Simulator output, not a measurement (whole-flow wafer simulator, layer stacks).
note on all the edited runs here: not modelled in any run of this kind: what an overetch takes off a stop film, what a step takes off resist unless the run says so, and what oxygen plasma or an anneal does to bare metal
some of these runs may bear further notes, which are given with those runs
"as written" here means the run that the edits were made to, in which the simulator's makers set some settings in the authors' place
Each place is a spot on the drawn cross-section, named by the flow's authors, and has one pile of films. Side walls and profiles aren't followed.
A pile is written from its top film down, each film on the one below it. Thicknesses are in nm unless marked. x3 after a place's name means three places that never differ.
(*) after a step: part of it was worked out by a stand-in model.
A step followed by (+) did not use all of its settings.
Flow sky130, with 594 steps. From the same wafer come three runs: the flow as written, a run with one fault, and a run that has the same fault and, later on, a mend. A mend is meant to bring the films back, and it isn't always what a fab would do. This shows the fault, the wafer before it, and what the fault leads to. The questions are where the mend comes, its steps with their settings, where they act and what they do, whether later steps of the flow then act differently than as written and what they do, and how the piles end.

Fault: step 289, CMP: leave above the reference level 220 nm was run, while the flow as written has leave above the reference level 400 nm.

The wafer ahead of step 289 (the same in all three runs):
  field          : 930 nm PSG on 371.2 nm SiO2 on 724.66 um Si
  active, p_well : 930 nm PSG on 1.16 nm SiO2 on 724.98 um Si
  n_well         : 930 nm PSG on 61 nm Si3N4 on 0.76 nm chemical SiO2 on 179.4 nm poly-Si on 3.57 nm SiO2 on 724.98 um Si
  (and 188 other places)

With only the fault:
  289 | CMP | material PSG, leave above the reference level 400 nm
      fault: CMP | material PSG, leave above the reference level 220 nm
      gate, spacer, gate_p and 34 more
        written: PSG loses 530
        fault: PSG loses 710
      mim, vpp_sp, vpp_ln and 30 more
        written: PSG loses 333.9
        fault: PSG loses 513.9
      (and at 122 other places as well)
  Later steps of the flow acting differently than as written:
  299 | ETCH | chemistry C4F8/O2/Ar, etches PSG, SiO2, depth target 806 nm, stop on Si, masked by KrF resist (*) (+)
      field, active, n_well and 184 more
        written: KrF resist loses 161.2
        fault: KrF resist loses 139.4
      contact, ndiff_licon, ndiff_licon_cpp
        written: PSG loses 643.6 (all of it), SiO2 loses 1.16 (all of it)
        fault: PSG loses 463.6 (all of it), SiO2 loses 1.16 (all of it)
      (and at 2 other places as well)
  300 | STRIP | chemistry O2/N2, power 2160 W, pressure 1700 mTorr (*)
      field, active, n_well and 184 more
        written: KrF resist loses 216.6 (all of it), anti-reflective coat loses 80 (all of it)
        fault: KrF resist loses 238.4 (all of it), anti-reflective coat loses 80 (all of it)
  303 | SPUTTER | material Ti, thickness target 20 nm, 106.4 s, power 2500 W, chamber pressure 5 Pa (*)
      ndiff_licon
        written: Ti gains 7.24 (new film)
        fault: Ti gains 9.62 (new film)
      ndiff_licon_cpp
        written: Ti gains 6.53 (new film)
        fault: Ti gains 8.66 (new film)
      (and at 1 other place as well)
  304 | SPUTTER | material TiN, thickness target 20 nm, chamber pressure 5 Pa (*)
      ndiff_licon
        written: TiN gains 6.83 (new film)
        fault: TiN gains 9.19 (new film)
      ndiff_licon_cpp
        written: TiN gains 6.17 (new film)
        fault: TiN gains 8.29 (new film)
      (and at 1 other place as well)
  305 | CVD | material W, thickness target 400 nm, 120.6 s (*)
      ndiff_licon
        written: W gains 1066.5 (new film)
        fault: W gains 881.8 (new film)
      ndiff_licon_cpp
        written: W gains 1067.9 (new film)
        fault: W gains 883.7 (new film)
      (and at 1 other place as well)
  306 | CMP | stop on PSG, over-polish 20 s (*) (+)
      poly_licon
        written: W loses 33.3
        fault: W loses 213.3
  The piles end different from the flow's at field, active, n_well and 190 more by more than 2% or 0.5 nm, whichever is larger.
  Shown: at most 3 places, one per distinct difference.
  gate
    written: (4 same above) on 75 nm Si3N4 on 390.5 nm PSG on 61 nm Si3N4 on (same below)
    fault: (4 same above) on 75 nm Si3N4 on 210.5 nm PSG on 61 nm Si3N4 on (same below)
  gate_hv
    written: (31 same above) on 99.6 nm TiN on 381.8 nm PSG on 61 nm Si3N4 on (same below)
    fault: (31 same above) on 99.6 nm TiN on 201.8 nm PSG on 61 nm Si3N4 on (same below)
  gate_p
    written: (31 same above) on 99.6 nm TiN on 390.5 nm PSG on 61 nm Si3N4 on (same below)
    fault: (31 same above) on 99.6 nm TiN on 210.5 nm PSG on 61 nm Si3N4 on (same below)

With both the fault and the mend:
  The mend stands after step 289.
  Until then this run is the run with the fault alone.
  289a | HDPCVD | material PSG, thickness target 180 nm (*) (the flow's step 288 again, with other settings)
      field, active, n_well and 189 more
        PSG gains 180
  Every later step of the flow that is run acts as written, at every place that is followed, to within 2% or 0.5 nm, whichever is larger.
  The piles end only slightly different from the flow's at the places that both follow, by no more than 2% or 0.5 nm, whichever is larger.
